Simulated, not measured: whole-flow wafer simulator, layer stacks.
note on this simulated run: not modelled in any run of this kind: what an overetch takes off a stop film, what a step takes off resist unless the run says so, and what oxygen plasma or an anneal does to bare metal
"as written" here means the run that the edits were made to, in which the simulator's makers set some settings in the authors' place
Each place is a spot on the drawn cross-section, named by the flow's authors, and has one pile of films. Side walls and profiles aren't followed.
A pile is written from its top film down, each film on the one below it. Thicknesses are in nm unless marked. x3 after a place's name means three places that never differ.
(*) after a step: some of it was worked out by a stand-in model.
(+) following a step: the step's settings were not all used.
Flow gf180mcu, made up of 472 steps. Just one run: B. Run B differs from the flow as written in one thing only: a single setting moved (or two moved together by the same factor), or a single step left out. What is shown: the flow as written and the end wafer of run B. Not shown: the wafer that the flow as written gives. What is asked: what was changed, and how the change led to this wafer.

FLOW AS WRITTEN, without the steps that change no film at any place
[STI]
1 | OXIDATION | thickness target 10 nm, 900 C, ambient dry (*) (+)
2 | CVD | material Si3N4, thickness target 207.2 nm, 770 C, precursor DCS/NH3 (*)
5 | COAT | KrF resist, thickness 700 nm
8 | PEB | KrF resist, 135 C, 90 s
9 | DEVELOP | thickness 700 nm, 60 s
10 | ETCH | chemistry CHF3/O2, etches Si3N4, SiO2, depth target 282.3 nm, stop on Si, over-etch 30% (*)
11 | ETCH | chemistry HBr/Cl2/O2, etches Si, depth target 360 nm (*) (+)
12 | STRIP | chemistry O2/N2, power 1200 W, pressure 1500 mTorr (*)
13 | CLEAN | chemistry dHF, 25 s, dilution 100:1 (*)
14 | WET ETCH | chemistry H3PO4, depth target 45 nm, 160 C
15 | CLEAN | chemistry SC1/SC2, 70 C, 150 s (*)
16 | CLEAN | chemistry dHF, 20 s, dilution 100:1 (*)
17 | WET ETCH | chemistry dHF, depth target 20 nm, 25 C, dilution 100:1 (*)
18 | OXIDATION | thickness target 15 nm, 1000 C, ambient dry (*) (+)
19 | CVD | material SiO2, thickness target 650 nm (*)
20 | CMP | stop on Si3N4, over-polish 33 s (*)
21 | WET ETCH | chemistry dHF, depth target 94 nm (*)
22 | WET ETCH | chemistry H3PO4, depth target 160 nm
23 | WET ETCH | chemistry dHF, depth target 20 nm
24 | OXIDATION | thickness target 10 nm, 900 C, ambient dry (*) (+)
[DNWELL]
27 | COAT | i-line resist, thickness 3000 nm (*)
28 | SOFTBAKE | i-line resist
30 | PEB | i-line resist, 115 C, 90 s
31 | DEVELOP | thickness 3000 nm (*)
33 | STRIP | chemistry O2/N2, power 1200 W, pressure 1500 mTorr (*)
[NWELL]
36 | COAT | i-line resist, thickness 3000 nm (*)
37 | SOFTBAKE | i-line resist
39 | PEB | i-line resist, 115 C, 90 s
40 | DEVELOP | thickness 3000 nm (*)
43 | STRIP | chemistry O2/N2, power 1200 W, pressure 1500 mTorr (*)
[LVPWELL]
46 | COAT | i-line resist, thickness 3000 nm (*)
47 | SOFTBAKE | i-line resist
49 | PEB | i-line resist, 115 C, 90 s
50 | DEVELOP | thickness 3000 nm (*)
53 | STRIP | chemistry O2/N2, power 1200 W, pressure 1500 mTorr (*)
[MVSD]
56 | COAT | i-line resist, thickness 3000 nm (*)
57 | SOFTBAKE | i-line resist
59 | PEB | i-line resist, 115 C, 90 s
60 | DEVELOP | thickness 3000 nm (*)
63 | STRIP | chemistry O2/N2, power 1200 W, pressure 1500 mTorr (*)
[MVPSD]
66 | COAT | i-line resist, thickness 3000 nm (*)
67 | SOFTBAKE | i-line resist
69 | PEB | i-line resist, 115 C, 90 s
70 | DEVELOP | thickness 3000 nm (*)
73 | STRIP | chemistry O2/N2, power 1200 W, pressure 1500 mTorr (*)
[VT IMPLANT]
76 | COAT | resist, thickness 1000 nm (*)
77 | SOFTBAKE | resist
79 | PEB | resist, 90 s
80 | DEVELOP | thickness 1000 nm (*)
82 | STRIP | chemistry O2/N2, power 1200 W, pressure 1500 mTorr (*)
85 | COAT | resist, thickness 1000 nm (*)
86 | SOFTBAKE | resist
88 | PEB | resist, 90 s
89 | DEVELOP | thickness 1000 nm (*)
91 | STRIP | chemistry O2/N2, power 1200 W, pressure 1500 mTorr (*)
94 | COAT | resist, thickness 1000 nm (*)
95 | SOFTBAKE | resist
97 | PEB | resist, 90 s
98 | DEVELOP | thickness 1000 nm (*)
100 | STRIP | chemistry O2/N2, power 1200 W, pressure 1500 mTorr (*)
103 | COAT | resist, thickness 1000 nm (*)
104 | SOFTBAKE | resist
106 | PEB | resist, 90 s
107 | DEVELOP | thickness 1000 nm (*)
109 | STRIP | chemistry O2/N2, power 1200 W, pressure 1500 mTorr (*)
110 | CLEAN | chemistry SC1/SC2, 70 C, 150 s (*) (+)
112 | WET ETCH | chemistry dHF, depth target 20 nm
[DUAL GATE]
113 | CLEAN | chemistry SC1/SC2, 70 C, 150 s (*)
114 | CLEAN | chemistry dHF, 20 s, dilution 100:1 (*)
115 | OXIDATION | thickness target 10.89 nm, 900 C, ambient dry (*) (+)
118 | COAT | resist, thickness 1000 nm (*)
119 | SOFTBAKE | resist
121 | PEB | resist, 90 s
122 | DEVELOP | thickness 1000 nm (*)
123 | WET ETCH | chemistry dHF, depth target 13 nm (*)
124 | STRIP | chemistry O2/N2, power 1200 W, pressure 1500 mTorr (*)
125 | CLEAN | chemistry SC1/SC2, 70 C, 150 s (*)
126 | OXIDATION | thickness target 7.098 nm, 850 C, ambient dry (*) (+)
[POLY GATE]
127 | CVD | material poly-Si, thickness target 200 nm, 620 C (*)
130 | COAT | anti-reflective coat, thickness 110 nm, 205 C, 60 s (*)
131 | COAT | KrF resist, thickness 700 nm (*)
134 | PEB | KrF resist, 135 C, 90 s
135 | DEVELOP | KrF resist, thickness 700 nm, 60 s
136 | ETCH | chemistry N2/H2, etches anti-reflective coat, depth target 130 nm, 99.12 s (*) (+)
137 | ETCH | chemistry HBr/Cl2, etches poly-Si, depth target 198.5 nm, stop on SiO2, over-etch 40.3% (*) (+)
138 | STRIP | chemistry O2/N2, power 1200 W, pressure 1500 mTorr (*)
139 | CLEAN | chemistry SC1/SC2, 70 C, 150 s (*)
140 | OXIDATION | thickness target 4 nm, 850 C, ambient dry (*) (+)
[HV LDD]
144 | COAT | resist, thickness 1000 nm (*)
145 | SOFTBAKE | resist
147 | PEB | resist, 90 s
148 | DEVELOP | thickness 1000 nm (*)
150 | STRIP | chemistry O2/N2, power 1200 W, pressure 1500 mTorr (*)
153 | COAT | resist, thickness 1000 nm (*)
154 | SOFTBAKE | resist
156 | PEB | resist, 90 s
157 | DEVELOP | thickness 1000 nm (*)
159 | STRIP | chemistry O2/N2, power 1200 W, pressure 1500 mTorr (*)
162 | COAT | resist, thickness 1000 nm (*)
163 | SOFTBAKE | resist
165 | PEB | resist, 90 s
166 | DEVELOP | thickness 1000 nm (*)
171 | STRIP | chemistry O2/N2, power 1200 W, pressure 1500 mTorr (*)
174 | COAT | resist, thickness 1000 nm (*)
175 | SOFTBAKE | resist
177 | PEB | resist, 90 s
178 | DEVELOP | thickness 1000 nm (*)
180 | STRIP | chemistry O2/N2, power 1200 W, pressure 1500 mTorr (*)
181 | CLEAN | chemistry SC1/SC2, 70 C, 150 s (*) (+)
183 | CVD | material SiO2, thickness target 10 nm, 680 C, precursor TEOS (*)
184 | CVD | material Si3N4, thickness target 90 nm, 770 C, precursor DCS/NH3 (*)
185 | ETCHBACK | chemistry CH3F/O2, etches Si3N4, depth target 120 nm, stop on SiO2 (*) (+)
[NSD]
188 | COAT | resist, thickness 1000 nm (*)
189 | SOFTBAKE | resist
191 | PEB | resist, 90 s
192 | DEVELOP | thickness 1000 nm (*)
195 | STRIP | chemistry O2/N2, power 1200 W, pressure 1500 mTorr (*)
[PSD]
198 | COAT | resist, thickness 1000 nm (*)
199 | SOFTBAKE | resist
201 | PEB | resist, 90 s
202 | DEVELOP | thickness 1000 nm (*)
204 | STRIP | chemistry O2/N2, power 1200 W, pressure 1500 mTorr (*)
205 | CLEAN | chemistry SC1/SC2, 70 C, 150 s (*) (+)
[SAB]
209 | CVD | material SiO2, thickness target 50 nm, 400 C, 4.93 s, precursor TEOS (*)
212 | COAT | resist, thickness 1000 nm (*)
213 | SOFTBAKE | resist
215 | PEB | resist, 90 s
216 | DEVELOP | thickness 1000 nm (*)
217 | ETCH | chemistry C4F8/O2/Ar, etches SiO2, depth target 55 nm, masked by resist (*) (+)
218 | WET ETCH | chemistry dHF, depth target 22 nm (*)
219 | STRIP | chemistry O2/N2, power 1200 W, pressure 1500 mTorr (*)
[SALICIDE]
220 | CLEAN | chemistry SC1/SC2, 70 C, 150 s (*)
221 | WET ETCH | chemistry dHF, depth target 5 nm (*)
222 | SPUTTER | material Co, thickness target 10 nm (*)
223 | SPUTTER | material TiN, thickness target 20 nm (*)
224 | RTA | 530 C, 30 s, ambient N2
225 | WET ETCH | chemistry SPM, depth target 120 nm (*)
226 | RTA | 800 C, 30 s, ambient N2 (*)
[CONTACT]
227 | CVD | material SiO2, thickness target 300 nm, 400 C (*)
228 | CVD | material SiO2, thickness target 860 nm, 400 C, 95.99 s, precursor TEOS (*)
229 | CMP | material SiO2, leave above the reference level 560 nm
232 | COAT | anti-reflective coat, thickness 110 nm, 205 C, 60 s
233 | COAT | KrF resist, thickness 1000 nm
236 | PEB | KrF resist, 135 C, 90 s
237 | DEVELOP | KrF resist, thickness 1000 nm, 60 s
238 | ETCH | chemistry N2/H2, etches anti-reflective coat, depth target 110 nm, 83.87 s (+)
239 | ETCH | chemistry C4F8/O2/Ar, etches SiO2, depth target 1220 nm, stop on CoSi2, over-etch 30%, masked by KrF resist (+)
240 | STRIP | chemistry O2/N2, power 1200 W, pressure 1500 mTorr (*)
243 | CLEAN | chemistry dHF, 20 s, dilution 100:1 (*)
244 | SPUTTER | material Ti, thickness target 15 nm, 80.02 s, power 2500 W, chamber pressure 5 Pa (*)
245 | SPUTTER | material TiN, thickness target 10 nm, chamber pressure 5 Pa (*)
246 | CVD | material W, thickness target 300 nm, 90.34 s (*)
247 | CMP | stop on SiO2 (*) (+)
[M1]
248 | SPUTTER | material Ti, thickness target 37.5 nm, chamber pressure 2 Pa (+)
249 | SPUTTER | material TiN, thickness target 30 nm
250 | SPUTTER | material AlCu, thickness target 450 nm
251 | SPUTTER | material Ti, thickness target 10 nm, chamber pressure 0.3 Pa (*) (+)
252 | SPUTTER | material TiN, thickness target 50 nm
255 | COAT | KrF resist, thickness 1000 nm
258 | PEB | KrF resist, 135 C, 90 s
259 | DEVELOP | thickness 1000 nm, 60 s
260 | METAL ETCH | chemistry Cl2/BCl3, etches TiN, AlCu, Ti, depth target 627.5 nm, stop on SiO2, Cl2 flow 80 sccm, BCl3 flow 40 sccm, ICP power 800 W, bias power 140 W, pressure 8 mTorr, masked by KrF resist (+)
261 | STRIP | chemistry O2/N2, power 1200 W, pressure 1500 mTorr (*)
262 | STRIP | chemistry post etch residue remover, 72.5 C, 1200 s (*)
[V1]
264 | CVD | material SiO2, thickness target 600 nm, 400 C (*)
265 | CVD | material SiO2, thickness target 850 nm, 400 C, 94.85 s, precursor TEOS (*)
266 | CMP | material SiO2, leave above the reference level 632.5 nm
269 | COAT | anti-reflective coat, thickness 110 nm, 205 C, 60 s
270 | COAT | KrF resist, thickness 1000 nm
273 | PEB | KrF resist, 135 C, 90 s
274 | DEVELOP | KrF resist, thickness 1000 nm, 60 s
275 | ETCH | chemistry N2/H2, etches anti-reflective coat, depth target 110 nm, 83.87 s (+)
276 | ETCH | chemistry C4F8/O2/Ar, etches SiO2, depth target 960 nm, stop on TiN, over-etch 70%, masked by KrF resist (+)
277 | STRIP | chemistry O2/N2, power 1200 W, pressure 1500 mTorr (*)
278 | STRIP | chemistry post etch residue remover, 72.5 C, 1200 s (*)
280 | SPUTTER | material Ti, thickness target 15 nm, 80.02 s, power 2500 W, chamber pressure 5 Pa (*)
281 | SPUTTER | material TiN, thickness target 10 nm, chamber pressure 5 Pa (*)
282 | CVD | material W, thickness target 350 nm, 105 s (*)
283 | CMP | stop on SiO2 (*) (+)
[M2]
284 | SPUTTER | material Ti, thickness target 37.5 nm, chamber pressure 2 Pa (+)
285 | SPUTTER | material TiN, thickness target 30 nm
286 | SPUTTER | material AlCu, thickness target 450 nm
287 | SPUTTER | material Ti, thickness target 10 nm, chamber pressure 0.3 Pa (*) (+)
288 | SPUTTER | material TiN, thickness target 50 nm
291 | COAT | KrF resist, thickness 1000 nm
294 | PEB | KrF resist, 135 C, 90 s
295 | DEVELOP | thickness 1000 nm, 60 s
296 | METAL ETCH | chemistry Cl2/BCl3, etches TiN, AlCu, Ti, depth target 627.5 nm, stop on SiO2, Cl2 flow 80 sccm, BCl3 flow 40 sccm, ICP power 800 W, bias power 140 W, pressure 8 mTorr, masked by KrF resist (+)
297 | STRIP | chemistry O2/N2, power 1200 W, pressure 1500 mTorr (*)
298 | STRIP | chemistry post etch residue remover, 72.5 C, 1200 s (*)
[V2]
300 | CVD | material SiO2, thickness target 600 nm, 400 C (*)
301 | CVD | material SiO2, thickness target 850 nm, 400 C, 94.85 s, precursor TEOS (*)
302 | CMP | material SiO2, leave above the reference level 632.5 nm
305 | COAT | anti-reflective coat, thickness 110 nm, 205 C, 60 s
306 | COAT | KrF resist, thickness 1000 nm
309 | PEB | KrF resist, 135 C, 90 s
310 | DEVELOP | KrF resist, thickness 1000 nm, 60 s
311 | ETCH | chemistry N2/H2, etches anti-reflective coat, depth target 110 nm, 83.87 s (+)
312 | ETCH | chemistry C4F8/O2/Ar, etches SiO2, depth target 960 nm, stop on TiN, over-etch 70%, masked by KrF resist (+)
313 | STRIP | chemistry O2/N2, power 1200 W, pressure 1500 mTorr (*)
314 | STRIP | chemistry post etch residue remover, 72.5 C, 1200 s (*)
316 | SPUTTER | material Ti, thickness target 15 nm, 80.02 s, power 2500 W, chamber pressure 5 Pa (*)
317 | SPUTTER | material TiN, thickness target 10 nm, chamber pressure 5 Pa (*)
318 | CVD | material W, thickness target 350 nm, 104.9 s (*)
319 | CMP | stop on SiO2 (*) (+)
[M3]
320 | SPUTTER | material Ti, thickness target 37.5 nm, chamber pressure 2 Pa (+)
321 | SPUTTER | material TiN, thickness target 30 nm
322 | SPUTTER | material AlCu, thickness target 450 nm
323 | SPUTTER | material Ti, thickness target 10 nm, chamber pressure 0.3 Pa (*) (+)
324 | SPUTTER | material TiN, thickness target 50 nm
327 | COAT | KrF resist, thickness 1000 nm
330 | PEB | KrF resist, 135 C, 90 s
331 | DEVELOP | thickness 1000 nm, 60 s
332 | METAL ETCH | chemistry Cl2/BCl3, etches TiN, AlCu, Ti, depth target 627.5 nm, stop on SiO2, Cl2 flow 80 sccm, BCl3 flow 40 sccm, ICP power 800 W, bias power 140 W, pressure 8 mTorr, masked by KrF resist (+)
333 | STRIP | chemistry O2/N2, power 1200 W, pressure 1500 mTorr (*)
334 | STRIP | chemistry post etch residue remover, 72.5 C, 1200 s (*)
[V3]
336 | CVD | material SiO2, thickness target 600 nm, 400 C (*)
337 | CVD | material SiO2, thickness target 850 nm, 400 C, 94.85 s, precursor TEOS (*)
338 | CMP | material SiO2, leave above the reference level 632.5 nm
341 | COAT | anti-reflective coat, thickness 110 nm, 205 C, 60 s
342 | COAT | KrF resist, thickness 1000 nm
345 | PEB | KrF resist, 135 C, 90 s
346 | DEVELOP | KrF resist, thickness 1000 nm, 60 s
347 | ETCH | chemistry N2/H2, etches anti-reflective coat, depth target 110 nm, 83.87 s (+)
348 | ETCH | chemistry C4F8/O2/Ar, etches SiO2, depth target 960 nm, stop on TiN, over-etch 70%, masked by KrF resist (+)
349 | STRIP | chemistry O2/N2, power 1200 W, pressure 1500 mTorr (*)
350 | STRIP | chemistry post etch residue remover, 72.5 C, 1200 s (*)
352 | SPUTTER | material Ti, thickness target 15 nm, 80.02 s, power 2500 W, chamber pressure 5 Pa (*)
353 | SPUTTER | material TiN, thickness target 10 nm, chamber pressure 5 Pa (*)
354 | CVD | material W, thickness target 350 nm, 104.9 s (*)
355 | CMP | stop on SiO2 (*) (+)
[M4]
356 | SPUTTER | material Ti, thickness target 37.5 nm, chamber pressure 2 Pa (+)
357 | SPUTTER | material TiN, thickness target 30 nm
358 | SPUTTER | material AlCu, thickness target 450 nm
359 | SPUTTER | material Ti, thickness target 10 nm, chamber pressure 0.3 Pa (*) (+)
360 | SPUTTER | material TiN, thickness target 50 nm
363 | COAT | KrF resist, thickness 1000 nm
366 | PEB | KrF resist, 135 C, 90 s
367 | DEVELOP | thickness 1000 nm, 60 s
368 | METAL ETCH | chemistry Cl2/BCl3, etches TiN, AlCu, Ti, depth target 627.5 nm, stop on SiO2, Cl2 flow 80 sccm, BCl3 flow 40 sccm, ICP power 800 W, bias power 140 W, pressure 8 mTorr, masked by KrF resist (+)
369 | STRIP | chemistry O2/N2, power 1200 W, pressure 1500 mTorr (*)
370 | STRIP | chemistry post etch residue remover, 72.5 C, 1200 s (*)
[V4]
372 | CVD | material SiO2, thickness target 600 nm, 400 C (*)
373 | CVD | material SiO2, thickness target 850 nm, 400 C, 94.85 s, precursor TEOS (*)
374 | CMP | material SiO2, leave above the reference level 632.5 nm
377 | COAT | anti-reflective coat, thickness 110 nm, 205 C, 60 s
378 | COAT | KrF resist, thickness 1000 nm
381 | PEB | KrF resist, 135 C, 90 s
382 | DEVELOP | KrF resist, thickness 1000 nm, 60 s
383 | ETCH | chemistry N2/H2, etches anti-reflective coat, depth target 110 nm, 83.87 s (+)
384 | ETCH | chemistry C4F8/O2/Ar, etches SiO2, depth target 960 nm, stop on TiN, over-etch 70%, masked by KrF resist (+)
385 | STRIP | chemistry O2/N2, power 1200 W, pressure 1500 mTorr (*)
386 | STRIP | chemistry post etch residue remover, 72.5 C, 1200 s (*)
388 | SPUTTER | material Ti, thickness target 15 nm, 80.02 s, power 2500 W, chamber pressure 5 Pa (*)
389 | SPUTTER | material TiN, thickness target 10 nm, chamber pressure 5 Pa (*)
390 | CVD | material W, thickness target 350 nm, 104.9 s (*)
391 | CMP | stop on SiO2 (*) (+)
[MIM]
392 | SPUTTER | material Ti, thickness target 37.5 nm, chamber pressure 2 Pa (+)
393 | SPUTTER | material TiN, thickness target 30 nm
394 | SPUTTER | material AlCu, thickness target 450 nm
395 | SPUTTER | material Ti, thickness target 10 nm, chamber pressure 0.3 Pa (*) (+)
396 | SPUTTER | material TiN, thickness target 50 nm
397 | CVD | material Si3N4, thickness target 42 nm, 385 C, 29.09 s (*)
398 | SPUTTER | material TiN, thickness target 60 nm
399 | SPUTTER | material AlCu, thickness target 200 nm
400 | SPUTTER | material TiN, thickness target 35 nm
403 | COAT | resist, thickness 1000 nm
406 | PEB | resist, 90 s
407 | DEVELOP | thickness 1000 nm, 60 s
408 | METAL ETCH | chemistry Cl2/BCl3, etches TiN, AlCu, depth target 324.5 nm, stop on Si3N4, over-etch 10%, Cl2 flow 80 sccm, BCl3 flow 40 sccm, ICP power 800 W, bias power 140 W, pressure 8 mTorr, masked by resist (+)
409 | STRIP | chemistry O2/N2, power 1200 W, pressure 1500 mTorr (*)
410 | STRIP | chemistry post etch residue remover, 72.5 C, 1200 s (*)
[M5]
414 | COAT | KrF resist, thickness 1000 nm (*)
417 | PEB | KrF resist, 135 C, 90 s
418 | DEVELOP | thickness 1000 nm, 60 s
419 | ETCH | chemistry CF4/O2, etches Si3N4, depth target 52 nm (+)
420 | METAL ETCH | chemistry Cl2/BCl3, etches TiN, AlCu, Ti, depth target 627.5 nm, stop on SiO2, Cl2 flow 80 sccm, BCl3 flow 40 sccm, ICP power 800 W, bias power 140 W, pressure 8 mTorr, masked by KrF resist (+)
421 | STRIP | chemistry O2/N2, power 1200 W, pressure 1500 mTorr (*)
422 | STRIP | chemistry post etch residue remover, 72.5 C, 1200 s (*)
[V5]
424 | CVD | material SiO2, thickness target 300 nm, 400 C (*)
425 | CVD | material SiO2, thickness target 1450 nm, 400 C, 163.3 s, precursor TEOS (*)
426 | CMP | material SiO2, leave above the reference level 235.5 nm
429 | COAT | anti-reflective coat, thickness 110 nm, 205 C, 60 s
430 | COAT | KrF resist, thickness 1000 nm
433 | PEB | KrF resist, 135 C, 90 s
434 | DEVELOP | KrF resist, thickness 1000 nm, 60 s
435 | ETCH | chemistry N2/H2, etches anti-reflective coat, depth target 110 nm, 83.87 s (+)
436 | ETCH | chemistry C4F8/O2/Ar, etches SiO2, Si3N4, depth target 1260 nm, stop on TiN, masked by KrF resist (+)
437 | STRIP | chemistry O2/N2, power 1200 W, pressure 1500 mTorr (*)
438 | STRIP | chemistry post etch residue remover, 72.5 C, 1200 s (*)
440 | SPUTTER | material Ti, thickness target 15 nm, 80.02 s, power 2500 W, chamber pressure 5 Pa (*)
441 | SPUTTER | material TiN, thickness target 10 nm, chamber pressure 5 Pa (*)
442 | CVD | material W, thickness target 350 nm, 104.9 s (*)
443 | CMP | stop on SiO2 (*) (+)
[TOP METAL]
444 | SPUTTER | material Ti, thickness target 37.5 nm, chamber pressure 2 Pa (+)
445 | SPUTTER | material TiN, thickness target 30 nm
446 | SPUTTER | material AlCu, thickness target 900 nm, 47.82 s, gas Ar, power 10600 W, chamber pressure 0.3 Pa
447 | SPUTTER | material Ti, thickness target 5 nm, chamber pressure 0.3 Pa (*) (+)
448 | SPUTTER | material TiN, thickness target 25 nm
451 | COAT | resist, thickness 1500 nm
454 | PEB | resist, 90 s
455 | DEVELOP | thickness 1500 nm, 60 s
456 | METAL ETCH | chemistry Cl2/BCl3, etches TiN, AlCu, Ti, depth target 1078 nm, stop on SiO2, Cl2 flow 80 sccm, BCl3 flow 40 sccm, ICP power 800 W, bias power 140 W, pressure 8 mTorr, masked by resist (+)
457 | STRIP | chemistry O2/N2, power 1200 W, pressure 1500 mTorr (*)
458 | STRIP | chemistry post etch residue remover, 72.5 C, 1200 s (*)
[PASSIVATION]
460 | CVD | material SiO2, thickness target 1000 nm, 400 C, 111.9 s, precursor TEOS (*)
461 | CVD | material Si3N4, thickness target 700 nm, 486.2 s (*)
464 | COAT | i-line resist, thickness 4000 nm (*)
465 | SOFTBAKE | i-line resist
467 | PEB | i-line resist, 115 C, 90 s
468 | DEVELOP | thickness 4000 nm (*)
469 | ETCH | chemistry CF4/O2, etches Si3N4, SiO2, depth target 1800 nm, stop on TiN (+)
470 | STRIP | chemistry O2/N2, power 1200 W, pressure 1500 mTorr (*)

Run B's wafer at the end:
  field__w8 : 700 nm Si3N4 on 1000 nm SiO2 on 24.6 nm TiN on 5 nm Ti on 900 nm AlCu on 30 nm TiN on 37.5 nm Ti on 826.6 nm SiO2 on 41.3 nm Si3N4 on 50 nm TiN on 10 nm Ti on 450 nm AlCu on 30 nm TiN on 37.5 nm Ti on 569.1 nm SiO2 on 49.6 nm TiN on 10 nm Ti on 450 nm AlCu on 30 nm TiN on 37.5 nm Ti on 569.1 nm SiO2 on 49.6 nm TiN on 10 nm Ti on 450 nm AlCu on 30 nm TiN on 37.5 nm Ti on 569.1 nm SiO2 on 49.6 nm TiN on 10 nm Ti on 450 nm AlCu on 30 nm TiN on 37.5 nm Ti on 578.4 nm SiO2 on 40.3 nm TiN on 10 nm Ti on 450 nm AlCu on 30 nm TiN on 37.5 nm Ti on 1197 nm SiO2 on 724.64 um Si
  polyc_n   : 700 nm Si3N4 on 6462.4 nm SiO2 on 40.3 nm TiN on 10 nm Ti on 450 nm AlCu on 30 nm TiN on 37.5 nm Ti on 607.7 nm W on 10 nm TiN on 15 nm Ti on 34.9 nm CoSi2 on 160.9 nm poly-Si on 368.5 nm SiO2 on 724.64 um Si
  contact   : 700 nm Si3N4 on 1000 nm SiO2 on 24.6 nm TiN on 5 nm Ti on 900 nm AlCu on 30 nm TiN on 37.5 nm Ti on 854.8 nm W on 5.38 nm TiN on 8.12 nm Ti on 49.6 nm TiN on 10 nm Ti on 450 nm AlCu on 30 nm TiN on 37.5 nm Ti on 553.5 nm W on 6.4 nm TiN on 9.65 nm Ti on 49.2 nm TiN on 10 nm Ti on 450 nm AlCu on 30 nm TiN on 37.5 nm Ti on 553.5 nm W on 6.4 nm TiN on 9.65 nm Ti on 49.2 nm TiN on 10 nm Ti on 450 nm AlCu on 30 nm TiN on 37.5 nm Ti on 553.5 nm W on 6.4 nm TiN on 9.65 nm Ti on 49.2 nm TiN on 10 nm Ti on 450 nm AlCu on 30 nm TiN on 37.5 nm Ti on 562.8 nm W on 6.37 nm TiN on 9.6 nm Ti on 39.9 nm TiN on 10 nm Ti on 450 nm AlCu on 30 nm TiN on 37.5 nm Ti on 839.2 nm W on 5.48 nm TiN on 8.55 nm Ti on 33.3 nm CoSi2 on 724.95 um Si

What caused this: step 252, SPUTTER: thickness target 40.76 nm was run, whereas the flow has thickness target 50 nm.

The path from the change to this, step by step:
  252 | SPUTTER | material TiN, thickness target 50 nm
      field, field__w1, field__w2 and 108 more: TiN gains 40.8 (new film) (it would be, as written: TiN gains 50 (new film))
  260 | METAL ETCH | chemistry Cl2/BCl3, etches TiN, AlCu, Ti, depth target 627.5 nm, stop on SiO2, Cl2 flow 80 sccm, BCl3 flow 40 sccm, ICP power 800 W, bias power 140 W, pressure 8 mTorr, masked by KrF resist (+)
      field, field__w1, field__w2 and 99 more: TiN loses 40.8 (all of it), Ti loses 10 (all of it), AlCu loses 450 (all of it), TiN loses 30 (all of it), Ti loses 37.5 (all of it) (it would be, as written: TiN loses 50 (all of it), Ti loses 10 (all of it), AlCu loses 450 (all of it), TiN loses 30 (all of it), Ti loses 37.5 (all of it))
